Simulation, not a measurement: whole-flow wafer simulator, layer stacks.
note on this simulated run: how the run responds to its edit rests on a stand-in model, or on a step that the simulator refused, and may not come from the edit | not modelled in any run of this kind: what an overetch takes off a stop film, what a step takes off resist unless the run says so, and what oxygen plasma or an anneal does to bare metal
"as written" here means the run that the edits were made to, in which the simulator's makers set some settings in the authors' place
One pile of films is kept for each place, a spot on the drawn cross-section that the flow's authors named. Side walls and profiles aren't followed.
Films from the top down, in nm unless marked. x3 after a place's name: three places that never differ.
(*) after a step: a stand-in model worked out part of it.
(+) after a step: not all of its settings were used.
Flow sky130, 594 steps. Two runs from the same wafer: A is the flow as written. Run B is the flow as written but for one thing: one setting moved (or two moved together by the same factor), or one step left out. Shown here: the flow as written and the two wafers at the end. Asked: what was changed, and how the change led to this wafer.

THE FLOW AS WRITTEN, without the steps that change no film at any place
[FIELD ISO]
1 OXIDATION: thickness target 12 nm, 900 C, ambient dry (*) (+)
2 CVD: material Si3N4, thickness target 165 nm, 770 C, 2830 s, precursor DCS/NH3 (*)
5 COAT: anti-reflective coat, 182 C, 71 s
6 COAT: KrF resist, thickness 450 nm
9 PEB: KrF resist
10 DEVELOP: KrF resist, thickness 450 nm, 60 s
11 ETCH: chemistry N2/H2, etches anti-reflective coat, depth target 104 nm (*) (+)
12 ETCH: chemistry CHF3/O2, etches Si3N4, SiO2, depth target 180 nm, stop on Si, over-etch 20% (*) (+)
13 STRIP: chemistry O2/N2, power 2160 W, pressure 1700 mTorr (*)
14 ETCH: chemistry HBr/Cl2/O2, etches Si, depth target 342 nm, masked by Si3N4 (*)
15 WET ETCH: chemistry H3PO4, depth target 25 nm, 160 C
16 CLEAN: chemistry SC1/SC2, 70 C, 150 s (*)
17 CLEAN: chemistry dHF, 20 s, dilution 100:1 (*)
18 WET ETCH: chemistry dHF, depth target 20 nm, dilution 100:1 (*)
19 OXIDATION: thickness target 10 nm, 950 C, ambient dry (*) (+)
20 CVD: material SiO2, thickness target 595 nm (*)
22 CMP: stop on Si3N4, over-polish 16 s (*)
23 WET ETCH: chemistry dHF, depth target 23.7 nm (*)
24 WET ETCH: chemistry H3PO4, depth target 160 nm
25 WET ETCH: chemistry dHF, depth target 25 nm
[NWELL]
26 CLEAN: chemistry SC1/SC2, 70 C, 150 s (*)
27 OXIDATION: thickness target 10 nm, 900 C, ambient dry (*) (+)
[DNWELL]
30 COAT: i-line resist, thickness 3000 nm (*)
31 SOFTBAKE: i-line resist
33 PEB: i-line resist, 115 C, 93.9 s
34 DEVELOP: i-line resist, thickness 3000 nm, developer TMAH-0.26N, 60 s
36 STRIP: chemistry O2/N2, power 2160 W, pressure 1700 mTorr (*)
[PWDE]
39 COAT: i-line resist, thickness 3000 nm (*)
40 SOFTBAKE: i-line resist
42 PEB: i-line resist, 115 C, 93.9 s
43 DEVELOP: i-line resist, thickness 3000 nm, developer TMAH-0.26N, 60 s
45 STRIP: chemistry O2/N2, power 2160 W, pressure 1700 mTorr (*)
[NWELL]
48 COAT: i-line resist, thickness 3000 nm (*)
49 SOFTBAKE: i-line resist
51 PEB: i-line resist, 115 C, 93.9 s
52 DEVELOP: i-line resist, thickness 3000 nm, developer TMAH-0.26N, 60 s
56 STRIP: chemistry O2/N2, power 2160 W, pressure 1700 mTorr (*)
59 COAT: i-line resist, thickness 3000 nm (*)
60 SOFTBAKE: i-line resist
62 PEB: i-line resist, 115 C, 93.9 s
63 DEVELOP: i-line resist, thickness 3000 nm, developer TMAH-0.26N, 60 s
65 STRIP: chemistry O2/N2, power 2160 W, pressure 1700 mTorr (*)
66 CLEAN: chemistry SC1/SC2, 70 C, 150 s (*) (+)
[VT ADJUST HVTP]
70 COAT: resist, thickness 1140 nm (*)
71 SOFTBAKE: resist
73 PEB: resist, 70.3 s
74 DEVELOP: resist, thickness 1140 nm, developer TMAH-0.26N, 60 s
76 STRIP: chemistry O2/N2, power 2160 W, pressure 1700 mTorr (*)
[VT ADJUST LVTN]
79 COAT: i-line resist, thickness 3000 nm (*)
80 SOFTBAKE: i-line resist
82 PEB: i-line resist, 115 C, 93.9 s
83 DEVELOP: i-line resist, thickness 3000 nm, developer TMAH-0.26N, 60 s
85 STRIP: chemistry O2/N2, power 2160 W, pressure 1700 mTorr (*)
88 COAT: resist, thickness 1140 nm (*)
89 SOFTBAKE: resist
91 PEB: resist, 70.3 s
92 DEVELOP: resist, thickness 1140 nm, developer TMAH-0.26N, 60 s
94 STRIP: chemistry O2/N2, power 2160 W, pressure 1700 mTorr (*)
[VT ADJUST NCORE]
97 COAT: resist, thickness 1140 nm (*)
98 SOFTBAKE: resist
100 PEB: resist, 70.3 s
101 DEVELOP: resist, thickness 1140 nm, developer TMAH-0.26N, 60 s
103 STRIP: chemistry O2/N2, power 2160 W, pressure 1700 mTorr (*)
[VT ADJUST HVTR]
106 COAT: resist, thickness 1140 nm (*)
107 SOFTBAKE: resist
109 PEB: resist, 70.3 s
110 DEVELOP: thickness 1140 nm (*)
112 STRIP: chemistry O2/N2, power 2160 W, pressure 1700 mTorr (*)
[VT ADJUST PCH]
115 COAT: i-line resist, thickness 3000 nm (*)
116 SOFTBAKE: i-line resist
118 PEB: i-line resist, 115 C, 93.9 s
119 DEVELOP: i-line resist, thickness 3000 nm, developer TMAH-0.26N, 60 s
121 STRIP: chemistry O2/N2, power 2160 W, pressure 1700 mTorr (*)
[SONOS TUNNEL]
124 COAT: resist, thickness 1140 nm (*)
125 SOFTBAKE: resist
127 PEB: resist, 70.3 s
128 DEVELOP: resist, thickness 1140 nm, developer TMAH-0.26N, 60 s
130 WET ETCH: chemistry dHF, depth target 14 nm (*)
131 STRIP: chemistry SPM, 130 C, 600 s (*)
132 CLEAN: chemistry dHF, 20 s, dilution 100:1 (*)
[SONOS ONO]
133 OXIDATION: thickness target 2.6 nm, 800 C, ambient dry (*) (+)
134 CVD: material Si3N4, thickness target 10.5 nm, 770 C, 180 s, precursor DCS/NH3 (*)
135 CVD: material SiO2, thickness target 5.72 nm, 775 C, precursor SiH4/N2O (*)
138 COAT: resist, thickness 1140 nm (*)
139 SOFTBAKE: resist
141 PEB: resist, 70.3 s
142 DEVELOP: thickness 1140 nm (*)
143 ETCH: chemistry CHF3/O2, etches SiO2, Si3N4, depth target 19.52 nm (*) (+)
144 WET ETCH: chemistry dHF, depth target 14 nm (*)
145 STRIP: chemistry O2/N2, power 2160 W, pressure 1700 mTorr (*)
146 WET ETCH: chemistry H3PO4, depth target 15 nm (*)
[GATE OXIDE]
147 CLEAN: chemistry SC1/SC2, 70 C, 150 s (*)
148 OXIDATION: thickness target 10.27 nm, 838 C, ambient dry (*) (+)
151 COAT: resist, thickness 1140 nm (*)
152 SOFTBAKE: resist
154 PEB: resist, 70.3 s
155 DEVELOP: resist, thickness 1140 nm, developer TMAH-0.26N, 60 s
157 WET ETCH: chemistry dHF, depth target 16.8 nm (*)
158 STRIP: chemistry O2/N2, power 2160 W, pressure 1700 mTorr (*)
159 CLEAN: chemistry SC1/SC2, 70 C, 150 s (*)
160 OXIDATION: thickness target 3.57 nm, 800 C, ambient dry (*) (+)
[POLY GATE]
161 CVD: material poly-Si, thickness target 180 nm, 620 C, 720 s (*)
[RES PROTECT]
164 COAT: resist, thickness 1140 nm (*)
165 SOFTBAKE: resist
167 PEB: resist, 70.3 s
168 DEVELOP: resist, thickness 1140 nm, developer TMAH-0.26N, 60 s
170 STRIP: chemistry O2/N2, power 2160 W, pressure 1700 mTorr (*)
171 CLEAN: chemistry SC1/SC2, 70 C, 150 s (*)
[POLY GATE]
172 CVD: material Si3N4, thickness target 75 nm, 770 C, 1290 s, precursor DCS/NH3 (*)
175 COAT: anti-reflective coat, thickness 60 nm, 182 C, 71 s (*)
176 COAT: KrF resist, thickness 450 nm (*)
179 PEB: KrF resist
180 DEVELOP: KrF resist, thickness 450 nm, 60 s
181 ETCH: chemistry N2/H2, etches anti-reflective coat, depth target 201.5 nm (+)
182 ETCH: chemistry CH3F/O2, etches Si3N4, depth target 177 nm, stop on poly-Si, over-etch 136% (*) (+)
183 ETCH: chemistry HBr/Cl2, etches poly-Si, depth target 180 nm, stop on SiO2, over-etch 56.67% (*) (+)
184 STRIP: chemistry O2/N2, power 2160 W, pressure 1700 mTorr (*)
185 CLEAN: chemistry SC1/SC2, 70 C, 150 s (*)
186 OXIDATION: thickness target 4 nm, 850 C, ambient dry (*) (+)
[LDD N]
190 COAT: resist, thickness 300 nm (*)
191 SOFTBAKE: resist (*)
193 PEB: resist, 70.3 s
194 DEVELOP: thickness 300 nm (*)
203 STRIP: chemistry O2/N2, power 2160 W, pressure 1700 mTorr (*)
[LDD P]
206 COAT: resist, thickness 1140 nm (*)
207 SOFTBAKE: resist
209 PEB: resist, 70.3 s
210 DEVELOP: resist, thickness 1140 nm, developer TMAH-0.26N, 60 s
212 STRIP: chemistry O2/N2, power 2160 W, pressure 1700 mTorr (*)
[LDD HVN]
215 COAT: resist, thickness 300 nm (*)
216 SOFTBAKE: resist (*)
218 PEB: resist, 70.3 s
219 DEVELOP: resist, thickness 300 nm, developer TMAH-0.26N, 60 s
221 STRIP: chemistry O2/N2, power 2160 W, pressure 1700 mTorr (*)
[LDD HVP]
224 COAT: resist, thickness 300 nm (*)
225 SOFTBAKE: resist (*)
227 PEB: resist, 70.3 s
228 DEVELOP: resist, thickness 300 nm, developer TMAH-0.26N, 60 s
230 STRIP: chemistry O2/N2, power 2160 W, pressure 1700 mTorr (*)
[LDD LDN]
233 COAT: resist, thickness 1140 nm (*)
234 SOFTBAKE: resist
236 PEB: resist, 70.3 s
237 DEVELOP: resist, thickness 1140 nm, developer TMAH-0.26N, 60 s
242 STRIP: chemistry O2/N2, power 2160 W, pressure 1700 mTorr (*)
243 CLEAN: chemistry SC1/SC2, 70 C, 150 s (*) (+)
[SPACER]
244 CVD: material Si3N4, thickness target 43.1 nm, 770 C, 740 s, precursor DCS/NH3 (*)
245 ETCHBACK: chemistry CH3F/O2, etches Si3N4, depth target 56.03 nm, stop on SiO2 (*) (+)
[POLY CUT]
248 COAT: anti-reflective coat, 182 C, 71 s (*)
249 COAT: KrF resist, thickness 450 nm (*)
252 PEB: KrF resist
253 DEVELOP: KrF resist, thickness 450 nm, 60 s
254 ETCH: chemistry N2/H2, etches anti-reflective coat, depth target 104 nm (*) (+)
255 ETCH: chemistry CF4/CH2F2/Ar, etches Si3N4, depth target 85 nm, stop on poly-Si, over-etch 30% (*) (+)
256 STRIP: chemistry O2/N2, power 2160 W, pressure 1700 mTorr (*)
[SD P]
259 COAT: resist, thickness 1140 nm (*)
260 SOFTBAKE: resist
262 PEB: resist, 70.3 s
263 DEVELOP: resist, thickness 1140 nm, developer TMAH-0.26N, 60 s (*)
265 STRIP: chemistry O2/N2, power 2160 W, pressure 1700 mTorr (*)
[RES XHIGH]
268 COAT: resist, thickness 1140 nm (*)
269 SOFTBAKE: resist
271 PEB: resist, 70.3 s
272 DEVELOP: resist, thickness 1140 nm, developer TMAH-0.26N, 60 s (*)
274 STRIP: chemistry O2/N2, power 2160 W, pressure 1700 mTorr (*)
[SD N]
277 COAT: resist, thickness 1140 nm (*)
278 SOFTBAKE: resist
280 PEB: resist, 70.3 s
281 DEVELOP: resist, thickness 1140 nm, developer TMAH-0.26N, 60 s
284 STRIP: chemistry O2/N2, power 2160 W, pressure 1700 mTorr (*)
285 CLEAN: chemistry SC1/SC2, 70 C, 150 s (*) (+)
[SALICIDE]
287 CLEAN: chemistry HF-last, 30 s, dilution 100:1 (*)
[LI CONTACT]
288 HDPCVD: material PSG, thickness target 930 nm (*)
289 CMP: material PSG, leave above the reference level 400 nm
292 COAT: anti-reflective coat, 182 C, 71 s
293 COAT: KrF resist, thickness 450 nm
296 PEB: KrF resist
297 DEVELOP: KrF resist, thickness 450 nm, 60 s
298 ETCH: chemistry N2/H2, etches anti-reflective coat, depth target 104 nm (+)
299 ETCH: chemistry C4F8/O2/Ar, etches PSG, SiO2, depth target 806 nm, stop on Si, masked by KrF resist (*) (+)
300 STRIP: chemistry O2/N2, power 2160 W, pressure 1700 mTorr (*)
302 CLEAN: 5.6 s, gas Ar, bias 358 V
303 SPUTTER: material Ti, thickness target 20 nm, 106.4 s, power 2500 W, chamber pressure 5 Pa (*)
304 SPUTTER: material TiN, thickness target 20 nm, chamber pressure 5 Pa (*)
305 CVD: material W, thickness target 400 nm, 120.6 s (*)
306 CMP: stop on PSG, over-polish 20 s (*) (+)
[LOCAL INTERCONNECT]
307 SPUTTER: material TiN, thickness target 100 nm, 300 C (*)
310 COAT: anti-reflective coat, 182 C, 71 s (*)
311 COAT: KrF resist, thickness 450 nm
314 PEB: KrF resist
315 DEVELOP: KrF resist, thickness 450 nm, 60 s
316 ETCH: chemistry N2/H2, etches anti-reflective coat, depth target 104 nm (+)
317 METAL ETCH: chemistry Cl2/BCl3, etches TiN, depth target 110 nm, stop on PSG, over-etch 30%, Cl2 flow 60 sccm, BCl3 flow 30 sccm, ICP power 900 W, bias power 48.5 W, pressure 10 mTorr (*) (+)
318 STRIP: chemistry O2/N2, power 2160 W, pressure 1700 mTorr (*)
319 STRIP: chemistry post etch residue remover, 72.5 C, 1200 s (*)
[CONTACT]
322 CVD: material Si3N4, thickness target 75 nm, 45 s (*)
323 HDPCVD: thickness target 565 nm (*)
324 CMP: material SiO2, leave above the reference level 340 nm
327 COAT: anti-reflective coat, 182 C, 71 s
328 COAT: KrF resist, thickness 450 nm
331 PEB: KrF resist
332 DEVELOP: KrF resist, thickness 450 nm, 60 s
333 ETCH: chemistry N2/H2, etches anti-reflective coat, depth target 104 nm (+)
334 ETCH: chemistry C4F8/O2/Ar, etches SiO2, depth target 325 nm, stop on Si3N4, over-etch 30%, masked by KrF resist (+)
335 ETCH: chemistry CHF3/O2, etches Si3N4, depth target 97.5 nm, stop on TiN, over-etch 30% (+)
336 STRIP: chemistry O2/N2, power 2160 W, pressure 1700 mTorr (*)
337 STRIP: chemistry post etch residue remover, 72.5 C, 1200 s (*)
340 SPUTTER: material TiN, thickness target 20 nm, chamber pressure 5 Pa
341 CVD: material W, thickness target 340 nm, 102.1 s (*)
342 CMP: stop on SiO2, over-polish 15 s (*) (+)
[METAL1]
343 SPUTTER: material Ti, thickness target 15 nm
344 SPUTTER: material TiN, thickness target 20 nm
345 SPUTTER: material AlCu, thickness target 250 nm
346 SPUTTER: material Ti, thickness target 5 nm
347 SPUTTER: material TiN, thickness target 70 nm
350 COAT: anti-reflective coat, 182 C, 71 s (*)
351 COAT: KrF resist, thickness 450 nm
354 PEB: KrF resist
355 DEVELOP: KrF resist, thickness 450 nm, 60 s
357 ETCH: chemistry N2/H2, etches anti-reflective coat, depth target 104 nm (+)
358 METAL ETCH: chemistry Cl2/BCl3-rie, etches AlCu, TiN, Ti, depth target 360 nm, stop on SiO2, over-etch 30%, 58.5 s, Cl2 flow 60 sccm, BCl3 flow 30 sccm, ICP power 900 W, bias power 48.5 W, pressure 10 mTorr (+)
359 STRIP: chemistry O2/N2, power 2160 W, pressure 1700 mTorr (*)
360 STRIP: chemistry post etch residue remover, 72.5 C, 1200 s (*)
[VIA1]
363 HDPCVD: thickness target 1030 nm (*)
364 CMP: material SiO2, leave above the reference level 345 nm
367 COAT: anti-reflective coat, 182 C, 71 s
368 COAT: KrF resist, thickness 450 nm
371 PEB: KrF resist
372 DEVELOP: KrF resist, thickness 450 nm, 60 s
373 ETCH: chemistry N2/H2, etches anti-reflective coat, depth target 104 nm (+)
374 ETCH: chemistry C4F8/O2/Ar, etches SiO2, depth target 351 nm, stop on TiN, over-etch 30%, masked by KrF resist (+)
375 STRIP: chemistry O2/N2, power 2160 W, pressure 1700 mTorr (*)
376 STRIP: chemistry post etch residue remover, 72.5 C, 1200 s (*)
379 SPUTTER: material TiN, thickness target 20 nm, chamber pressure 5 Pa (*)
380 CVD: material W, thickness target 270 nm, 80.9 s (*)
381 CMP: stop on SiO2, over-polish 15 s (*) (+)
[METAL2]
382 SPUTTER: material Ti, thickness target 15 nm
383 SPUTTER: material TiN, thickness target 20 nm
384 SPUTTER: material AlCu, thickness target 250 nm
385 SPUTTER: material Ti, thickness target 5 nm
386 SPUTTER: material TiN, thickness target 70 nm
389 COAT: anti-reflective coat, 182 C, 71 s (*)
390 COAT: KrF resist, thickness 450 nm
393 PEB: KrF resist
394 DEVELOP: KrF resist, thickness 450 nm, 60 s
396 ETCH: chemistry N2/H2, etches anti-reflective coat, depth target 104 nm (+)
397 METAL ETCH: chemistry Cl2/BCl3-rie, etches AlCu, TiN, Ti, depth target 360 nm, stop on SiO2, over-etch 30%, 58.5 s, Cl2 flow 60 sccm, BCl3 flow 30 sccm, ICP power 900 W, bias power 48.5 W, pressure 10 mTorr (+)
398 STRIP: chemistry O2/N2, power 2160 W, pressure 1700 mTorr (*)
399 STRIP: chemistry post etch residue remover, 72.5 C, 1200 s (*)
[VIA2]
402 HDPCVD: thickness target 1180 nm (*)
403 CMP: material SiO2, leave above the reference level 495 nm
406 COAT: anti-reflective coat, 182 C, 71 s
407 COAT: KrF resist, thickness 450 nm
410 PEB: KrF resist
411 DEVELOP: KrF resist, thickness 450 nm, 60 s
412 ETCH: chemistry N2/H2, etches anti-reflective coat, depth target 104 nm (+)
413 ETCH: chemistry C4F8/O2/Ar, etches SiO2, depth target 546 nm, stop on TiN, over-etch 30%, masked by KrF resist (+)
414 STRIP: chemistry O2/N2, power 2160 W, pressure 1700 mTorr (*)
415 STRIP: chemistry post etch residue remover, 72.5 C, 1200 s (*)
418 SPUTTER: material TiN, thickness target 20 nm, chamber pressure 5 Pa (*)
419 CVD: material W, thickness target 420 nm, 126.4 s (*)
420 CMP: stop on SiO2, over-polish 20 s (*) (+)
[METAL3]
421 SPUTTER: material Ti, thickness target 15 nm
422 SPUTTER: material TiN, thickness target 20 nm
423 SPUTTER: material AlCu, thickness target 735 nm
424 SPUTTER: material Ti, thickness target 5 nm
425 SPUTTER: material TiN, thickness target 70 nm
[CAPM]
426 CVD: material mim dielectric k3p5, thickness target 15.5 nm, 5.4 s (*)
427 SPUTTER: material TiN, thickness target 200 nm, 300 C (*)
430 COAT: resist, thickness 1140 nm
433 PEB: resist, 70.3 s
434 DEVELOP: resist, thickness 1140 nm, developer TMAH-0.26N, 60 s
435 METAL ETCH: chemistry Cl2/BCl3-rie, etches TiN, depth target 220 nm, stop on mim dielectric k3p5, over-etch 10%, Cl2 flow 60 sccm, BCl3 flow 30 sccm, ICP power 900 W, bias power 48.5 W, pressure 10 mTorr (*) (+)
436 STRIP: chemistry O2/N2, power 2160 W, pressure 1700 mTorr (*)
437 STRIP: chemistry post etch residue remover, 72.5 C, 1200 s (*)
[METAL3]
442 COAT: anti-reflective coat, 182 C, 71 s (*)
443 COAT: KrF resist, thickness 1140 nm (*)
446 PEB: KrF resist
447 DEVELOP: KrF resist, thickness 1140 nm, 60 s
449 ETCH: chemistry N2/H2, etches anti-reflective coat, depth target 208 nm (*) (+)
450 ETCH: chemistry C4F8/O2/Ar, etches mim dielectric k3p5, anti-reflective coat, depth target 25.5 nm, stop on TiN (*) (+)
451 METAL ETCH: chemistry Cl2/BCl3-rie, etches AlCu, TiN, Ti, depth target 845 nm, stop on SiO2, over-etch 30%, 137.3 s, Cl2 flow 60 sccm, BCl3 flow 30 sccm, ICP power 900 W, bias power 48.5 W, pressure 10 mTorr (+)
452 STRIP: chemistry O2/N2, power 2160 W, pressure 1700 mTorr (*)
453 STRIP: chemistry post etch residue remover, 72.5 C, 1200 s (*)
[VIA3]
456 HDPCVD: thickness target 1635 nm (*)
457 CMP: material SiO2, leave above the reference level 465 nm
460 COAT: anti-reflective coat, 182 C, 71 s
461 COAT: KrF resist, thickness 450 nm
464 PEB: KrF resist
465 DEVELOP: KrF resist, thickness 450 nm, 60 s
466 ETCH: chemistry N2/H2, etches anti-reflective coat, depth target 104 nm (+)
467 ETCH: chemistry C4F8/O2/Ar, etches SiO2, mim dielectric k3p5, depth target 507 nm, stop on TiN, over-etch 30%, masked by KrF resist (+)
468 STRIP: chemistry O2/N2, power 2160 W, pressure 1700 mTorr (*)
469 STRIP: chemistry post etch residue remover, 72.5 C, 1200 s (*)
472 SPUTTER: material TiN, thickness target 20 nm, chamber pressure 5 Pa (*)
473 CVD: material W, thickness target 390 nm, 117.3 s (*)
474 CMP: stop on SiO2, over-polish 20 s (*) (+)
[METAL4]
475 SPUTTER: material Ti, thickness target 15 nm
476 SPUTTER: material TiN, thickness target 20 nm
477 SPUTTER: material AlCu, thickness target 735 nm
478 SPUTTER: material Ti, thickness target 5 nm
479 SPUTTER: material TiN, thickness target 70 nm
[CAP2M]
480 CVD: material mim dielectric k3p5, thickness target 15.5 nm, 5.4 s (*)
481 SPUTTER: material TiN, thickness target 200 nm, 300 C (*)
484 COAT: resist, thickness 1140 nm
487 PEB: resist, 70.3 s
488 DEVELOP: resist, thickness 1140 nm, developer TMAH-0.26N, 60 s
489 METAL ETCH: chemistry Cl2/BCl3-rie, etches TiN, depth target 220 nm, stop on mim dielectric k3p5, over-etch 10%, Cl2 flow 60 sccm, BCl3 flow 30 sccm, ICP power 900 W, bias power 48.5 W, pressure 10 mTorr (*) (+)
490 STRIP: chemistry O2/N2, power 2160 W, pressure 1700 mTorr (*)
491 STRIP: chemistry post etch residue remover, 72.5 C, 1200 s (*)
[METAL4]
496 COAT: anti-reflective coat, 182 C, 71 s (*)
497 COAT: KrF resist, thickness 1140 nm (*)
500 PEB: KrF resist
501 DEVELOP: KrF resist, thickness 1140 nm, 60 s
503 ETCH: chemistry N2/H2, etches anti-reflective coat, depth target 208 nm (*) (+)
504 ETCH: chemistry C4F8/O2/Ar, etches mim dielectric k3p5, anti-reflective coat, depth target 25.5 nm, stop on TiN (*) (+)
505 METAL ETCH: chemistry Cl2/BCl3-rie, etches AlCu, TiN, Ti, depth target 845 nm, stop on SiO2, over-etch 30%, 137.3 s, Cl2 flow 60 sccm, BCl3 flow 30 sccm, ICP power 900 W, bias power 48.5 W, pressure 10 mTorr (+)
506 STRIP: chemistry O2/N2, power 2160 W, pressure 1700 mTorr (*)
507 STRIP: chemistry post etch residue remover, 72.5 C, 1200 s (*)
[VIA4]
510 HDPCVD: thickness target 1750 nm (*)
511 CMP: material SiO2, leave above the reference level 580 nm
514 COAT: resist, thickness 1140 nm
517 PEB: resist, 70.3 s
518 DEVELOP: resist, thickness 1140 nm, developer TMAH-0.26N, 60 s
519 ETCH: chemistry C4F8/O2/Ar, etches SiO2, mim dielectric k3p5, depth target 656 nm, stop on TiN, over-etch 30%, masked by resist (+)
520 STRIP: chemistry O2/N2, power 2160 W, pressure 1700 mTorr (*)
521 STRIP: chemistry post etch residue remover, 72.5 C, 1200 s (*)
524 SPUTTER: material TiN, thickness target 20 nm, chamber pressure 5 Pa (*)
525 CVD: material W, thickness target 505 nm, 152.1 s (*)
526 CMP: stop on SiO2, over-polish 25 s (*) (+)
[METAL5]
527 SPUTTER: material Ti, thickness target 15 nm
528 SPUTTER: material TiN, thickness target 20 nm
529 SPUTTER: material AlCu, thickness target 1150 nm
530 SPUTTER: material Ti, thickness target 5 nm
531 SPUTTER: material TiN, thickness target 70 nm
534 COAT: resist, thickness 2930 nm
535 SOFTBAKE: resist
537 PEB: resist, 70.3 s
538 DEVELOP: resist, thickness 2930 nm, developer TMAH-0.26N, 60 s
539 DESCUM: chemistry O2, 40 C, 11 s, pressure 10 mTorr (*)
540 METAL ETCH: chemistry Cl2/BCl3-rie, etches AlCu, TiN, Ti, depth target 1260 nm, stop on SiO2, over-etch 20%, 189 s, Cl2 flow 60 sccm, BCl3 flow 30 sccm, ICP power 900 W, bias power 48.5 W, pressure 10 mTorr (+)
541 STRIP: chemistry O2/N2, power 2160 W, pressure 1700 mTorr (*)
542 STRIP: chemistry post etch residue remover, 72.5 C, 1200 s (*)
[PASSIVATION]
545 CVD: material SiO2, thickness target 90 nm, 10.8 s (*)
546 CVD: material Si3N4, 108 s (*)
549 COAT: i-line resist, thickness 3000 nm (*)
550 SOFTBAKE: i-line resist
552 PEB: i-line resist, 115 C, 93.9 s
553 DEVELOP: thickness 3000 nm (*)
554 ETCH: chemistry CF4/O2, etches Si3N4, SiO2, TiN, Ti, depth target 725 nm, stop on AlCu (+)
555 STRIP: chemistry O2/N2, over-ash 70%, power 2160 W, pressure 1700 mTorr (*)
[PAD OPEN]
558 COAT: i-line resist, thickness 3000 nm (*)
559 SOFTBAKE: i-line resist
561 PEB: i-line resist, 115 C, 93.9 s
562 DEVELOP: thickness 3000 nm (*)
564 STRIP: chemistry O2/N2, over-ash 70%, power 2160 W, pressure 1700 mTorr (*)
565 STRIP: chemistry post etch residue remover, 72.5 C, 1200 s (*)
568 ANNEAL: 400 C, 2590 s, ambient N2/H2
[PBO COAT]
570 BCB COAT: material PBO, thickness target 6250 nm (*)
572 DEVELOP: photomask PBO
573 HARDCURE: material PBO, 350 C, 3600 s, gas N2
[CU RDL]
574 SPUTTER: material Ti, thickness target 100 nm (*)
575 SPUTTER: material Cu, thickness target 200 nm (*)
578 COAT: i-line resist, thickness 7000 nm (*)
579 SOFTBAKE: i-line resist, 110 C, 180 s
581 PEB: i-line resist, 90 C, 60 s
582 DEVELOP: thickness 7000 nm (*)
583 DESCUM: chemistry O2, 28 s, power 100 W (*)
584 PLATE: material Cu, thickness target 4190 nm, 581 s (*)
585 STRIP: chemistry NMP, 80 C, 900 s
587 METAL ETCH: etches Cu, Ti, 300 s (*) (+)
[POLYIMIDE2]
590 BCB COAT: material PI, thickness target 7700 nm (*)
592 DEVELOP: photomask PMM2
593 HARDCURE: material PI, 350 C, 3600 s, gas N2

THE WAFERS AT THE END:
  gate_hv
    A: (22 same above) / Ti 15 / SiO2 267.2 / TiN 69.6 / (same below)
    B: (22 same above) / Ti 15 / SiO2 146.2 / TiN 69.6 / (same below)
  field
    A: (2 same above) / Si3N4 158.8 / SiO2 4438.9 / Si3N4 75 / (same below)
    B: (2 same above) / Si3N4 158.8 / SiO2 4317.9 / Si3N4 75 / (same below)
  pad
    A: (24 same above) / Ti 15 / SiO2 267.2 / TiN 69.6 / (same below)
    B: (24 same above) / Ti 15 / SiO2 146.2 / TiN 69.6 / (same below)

The cause: step 364, CMP: leave above the reference level 224 nm was run, where the flow has leave above the reference level 345 nm.

How the change led to this, step by step:
  364 CMP: material SiO2, leave above the reference level 345 nm
      n_well, p_well, gate_hv and 100 more: A SiO2 -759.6 | B SiO2 -880.6
      field, active, gate and 81 more: A SiO2 -389.1 | B SiO2 -510.1
      (and at 4 more places)
  374 ETCH: chemistry C4F8/O2/Ar, etches SiO2, depth target 351 nm, stop on TiN, over-etch 30%, masked by KrF resist (+)
      field, active, n_well and 186 more: A KrF resist -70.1 | B KrF resist -38.7
      m1, via1_hole: A SiO2 -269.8 (all of it) | B SiO2 -148.8 (all of it)
  375 STRIP: chemistry O2/N2, power 2160 W, pressure 1700 mTorr (*)
      field, active, n_well and 186 more: A KrF resist -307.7 (all of it), anti-reflective coat -80 (all of it) | B KrF resist -339.1 (all of it), anti-reflective coat -80 (all of it)
  379 SPUTTER: material TiN, thickness target 20 nm, chamber pressure 5 Pa (*)
      m1: A TiN +11 | B TiN +13.6
      via1_hole: A TiN +10.9 | B TiN +13.5
  380 CVD: material W, thickness target 270 nm, 80.9 s (*)
      m1, via1_hole: A W +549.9 (new film) | B W +426.3 (new film)
